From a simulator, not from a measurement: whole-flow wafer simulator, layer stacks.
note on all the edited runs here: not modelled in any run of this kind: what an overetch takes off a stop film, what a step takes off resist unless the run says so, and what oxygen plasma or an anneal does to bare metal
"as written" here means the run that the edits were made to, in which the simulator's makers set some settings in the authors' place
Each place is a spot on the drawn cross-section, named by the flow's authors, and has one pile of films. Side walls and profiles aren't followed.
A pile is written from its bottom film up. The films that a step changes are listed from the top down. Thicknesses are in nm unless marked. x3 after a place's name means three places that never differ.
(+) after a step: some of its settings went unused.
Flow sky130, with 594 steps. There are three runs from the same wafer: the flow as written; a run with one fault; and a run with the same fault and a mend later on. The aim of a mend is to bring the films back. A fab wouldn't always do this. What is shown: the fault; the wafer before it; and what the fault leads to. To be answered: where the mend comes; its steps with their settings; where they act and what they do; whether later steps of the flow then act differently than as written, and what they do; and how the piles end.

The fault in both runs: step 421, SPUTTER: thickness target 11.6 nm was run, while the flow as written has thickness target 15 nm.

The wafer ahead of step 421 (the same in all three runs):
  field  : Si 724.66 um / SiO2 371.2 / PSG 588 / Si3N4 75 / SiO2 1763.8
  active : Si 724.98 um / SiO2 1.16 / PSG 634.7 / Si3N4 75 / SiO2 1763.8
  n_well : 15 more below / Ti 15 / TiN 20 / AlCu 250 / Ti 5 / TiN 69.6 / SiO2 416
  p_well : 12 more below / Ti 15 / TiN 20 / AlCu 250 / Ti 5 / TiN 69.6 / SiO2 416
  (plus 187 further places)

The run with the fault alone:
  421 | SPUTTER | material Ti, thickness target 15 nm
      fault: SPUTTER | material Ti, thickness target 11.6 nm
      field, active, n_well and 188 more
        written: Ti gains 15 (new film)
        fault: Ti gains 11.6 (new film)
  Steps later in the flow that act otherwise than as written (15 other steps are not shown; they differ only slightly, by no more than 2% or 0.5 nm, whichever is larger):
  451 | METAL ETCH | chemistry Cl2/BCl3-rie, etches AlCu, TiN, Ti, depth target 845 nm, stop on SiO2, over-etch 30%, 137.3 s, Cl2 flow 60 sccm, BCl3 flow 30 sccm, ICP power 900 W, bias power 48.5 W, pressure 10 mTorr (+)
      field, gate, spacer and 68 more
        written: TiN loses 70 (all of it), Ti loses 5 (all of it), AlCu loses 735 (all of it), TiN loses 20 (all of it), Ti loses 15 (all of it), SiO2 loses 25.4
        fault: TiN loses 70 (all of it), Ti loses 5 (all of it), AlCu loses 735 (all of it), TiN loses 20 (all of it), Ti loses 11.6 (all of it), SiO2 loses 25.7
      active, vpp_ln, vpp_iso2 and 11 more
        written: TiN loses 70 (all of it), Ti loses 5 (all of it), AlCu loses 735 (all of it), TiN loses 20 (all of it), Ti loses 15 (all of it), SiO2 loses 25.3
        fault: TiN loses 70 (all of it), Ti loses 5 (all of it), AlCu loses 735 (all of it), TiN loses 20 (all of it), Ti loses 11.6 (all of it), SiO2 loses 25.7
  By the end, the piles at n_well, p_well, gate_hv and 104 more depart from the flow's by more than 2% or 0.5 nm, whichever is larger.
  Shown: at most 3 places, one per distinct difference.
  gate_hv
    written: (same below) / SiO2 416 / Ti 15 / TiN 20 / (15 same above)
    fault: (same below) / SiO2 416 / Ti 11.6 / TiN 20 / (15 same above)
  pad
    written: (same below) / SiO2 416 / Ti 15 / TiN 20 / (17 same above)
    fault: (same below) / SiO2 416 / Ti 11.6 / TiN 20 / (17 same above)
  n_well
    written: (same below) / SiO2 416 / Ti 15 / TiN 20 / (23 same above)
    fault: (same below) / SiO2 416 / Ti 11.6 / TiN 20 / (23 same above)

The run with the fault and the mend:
  The mend stands after step 421.
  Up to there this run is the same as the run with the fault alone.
  421a | SPUTTER | material Ti, thickness target 3.4 nm (the flow's step 421 again, with other settings)
      field, active, n_well and 188 more
        Ti gains 3.4
  Later steps of the flow that are run all act as written at every place that is followed.
  At every place that both follow, the piles at the end match the flow's.
